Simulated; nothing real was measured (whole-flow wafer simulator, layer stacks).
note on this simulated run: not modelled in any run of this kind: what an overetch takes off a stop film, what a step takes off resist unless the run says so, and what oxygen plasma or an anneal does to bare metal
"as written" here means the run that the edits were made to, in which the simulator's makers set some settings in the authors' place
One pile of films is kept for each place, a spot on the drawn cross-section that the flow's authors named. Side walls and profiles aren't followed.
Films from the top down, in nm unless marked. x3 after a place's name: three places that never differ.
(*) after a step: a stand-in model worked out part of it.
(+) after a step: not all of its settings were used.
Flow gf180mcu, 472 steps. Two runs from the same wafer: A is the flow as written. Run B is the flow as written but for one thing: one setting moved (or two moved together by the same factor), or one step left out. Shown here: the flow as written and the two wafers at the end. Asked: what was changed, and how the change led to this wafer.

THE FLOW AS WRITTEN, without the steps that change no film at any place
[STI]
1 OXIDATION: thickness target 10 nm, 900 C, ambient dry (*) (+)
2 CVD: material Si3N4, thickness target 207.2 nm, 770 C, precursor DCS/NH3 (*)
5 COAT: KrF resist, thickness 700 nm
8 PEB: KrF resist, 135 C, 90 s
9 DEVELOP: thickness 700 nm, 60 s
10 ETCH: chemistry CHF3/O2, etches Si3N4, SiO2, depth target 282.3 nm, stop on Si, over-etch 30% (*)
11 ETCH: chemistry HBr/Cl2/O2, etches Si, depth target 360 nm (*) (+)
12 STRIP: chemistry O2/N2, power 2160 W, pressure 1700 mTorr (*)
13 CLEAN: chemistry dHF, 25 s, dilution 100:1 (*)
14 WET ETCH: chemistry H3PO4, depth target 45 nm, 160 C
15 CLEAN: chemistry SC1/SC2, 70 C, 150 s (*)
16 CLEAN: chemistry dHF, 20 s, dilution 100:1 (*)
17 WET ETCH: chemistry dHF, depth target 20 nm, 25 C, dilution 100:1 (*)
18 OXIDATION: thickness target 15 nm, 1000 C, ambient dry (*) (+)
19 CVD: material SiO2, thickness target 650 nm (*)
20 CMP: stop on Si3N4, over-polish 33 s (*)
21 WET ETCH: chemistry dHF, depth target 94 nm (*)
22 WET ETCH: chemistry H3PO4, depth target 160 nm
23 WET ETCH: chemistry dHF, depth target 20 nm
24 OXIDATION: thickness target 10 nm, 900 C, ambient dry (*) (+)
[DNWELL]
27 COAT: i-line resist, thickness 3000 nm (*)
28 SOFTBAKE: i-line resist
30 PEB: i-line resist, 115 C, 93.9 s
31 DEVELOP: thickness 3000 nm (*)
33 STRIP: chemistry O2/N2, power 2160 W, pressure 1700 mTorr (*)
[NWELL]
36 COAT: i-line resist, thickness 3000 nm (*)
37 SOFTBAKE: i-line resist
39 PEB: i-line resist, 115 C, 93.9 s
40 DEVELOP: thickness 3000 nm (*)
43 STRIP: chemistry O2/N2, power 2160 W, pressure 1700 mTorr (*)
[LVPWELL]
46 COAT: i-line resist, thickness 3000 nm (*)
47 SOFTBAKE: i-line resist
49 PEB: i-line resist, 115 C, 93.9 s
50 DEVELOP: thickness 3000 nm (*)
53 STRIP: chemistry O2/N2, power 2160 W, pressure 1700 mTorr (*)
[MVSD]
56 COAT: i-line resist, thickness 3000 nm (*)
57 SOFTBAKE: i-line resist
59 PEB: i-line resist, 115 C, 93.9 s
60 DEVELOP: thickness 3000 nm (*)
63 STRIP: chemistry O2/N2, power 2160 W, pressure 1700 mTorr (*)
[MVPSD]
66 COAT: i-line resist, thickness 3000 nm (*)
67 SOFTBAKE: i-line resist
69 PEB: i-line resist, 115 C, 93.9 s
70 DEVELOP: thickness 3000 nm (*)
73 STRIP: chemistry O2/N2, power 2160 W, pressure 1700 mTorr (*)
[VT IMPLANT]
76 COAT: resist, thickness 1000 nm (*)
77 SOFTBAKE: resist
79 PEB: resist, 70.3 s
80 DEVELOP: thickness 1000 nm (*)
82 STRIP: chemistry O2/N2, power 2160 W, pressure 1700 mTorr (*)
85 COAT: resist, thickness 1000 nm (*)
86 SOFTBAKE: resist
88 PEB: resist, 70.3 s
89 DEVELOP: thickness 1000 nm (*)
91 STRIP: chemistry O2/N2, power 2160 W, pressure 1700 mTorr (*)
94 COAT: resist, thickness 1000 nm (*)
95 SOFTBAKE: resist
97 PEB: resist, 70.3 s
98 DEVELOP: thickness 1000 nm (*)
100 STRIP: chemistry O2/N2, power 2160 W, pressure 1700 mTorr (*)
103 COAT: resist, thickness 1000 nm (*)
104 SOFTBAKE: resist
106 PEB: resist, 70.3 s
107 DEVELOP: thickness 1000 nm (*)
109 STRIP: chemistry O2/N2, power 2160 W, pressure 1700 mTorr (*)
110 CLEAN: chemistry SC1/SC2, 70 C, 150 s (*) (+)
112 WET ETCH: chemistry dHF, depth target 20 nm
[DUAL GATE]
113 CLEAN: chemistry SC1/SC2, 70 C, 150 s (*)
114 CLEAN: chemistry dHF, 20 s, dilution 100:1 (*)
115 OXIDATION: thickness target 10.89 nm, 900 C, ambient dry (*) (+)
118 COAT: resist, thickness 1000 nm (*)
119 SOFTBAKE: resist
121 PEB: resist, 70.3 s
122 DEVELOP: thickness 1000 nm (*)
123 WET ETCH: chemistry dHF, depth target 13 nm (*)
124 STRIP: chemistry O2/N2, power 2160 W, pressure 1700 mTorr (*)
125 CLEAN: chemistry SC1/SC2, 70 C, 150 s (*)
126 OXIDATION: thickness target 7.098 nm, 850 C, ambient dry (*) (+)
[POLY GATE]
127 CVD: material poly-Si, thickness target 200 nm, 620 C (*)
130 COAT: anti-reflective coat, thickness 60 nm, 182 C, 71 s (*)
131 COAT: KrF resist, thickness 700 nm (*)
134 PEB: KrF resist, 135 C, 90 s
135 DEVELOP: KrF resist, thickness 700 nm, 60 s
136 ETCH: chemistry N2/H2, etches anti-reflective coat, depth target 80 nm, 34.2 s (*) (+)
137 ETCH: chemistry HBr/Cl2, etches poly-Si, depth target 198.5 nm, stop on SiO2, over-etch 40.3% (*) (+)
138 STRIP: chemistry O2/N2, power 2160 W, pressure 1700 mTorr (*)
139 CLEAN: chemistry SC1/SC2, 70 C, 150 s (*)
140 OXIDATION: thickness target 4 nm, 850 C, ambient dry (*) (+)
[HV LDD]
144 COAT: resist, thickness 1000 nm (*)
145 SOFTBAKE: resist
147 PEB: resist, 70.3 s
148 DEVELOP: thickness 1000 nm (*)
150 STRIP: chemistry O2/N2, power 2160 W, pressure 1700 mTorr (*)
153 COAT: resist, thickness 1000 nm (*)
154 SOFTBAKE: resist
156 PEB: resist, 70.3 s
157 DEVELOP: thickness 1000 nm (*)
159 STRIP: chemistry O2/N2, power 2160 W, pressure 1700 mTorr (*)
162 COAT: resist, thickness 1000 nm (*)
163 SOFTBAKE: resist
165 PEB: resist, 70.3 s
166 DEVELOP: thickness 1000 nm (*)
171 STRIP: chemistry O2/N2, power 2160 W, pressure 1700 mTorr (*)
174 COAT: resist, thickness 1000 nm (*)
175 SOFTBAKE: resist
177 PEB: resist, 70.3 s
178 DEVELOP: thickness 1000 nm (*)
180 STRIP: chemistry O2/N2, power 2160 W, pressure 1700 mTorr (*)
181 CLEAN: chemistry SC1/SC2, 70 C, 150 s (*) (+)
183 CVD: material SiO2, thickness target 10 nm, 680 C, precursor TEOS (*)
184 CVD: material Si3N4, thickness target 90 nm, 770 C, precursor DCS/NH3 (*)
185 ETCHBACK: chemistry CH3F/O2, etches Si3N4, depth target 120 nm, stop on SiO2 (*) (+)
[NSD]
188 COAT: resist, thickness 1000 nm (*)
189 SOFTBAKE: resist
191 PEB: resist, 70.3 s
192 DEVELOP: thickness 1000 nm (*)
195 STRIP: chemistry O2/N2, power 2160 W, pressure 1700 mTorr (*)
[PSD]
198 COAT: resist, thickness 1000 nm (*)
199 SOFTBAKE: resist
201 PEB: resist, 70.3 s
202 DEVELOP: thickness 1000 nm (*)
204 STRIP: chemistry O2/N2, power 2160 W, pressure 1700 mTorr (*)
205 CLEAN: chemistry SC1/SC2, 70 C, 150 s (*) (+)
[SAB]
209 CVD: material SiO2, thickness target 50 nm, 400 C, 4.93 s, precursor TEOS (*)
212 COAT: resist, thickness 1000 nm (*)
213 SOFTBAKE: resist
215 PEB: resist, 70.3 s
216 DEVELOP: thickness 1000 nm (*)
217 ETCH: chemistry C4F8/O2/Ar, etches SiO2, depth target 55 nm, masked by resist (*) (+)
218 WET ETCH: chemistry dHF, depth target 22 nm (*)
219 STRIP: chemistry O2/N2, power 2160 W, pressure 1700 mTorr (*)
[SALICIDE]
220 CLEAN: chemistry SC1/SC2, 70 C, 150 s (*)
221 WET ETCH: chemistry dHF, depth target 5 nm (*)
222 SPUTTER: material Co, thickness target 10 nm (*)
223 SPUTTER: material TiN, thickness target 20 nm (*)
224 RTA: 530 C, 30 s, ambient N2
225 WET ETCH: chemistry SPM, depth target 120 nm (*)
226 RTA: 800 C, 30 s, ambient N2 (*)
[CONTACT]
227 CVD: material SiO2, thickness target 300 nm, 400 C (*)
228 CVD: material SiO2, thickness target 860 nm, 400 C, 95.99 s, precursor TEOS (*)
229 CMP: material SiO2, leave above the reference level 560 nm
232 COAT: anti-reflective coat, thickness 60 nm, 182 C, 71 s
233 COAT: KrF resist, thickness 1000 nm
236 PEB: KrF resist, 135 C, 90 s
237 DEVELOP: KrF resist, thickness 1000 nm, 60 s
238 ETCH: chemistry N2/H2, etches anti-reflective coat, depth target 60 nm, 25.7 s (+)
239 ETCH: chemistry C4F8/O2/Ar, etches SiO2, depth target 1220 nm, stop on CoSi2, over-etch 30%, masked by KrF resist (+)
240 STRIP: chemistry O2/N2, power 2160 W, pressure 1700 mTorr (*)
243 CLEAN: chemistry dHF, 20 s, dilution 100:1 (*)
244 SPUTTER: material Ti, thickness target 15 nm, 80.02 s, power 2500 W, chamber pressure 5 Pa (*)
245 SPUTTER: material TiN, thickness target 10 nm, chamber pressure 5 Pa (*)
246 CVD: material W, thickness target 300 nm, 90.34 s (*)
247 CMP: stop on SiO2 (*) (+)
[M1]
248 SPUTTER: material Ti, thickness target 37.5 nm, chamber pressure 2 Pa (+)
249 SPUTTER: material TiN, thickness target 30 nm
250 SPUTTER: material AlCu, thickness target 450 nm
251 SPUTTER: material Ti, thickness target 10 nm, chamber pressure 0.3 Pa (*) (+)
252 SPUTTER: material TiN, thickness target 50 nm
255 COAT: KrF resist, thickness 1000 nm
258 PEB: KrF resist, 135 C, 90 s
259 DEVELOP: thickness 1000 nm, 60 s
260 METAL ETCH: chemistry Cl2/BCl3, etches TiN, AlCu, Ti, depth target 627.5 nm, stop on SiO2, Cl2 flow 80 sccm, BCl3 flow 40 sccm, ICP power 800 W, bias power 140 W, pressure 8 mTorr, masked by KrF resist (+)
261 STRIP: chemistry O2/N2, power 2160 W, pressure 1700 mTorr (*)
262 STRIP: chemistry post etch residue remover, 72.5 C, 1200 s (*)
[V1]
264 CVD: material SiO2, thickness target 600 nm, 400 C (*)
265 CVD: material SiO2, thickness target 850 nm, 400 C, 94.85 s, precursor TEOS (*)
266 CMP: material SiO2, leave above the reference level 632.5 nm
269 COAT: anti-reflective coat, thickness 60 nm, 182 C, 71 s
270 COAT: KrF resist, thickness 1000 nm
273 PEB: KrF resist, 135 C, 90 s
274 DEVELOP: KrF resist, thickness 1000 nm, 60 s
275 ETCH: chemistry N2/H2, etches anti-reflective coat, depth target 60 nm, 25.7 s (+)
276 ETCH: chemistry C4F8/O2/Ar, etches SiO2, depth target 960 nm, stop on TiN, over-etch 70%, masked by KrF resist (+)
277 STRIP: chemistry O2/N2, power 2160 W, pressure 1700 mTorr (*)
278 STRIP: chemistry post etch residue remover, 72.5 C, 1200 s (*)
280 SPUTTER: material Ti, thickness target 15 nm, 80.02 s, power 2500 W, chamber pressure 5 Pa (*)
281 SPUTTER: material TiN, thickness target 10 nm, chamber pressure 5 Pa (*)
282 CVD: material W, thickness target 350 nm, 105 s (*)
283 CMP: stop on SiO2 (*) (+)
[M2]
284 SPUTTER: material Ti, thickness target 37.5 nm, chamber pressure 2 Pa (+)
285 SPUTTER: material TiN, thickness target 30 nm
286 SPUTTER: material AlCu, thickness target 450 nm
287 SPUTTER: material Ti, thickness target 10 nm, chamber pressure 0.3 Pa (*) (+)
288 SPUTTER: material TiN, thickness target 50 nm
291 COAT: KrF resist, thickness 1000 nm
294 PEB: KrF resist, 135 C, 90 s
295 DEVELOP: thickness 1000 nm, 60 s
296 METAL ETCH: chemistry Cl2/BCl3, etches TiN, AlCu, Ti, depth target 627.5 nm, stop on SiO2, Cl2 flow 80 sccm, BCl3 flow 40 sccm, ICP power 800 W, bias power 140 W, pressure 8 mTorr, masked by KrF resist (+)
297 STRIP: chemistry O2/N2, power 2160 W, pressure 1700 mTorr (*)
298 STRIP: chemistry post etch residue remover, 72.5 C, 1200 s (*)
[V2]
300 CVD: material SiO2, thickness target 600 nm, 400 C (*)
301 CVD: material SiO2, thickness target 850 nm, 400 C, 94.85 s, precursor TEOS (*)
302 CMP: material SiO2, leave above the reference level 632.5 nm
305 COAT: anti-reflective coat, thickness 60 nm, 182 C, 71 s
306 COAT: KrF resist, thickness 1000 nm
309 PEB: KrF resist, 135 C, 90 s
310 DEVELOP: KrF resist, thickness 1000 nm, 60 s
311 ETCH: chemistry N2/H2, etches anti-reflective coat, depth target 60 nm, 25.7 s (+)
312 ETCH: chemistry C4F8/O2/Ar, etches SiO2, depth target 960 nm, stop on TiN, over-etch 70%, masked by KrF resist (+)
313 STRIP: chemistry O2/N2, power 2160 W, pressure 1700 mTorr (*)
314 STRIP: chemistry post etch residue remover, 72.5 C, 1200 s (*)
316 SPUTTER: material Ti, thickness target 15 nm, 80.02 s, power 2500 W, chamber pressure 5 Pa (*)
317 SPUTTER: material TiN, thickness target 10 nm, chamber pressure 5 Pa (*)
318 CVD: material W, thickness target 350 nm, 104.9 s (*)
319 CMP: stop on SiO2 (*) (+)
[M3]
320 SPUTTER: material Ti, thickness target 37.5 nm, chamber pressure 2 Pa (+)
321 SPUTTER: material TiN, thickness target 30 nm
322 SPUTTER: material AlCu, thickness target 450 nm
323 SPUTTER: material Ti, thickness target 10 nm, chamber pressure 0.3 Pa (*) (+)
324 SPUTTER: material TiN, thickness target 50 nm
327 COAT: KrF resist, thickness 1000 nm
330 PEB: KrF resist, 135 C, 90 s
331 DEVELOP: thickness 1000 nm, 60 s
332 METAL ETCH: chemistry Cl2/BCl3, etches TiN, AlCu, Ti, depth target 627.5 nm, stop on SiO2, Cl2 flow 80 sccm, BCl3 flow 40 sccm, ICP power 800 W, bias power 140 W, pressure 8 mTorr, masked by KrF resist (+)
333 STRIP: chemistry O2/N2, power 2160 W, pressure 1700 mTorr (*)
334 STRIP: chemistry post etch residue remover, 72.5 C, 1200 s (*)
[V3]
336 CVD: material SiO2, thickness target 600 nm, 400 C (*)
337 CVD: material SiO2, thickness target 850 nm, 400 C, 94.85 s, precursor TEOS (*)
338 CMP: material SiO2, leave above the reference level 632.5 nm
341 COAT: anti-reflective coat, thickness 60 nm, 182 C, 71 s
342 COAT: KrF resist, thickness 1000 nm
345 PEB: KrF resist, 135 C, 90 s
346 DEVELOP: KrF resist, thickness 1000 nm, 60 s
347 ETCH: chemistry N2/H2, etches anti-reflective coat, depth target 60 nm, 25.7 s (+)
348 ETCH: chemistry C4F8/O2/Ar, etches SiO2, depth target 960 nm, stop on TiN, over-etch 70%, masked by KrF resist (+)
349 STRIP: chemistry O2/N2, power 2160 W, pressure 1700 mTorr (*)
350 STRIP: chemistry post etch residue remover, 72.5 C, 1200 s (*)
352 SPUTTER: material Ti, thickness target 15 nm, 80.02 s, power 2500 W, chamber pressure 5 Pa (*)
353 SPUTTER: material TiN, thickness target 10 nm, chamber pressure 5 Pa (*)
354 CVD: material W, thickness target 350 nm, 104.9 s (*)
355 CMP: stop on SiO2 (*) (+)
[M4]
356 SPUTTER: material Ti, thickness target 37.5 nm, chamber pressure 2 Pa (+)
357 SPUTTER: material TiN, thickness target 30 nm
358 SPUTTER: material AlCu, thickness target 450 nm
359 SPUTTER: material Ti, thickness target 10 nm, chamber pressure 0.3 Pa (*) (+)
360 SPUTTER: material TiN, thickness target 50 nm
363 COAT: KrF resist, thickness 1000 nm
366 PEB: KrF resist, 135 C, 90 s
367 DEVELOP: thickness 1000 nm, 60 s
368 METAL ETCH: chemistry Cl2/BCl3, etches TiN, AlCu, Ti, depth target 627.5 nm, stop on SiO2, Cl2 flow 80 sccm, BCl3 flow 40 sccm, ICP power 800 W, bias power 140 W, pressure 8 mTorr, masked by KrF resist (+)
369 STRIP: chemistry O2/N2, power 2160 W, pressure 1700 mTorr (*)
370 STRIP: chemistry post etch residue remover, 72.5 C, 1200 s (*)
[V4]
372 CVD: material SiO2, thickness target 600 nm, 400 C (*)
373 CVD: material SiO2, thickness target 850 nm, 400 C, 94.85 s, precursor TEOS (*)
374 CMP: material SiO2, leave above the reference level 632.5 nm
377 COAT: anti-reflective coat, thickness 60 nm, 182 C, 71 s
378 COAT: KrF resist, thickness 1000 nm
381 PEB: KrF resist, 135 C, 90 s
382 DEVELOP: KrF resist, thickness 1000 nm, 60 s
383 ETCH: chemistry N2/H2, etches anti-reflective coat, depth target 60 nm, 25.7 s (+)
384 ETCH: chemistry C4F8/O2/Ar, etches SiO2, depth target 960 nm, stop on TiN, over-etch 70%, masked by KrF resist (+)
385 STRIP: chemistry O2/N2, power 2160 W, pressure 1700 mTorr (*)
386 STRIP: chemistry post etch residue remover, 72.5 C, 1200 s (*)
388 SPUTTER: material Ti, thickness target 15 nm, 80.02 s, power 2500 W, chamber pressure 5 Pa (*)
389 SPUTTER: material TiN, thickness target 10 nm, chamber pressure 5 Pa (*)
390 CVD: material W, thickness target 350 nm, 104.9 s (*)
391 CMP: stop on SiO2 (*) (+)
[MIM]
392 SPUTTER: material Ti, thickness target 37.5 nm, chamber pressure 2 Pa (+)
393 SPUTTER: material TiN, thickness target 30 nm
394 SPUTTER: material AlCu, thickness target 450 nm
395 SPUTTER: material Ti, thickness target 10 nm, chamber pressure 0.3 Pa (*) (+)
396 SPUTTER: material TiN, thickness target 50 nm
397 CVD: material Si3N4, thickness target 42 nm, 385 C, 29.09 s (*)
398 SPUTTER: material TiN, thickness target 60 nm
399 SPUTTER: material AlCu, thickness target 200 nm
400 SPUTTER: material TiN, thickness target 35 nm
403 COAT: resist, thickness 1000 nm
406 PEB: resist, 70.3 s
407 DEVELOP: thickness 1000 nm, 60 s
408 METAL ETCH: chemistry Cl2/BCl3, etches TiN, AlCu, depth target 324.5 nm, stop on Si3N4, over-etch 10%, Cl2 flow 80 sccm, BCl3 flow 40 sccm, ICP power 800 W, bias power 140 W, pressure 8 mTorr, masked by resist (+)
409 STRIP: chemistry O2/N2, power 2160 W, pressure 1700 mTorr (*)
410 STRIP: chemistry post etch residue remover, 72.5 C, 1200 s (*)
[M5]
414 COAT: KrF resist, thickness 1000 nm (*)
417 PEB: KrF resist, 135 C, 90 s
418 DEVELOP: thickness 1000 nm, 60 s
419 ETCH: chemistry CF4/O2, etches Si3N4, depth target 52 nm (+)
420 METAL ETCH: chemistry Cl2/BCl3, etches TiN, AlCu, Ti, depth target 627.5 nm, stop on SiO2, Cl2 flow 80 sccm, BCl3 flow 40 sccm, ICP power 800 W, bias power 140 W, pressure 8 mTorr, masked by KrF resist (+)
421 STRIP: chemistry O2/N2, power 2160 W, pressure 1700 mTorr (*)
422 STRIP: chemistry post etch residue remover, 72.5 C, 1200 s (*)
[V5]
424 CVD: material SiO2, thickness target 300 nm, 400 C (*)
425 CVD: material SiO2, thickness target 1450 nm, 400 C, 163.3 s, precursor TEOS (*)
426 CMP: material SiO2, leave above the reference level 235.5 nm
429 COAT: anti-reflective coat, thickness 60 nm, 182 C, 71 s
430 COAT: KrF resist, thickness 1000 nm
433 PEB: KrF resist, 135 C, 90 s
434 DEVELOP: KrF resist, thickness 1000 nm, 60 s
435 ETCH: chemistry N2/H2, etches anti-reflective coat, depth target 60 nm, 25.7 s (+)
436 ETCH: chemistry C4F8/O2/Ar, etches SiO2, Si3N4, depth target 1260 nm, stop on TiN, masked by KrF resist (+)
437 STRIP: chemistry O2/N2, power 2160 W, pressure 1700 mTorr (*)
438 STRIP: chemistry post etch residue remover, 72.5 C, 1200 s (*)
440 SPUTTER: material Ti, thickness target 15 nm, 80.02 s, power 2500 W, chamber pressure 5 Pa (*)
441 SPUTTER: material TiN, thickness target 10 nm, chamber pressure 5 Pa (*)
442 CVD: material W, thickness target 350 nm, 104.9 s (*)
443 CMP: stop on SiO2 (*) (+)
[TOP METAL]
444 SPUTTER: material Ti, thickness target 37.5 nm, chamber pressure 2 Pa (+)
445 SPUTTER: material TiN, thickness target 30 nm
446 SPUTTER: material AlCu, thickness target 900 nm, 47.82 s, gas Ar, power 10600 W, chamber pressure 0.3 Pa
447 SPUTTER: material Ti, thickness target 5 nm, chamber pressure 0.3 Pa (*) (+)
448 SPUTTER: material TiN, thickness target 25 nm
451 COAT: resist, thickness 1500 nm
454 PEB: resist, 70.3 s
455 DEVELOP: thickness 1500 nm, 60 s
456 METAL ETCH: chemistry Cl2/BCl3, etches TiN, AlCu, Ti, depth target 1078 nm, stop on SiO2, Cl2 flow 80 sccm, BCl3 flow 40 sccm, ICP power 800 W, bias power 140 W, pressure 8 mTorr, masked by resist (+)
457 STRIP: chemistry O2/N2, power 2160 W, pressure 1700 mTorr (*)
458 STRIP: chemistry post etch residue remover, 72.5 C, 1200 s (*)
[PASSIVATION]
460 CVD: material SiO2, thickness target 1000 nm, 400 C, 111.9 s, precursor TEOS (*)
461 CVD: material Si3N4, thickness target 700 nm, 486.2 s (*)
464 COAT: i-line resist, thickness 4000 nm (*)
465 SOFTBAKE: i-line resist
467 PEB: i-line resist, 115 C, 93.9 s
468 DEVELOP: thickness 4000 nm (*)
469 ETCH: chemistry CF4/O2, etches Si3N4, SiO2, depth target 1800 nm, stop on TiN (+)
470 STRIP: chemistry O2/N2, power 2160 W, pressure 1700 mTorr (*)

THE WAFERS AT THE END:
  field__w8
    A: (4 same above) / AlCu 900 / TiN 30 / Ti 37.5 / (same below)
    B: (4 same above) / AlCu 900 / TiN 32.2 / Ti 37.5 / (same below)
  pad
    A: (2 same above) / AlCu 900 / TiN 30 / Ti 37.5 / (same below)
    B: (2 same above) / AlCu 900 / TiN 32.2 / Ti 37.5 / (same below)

The cause: step 445, SPUTTER: thickness target 32.2 nm was run, where the flow has thickness target 30 nm.
It can be read off the wafer: field__w8 has TiN 32.2, and step 445 as written asks for 30 nm.

How the change led to this, step by step:
  445 SPUTTER: material TiN, thickness target 30 nm
      field, field__w1, field__w2 and 109 more: A TiN +30 (new film) | B TiN +32.2 (new film)
  456 METAL ETCH: chemistry Cl2/BCl3, etches TiN, AlCu, Ti, depth target 1078 nm, stop on SiO2, Cl2 flow 80 sccm, BCl3 flow 40 sccm, ICP power 800 W, bias power 140 W, pressure 8 mTorr, masked by resist (+)
      field, field__w1, field__w2 and 103 more: A TiN -25 (all of it), Ti -5 (all of it), AlCu -900 (all of it), TiN -30 (all of it), Ti -37.5 (all of it) | B TiN -25 (all of it), Ti -5 (all of it), AlCu -900 (all of it), TiN -32.2 (all of it), Ti -37.5 (all of it)
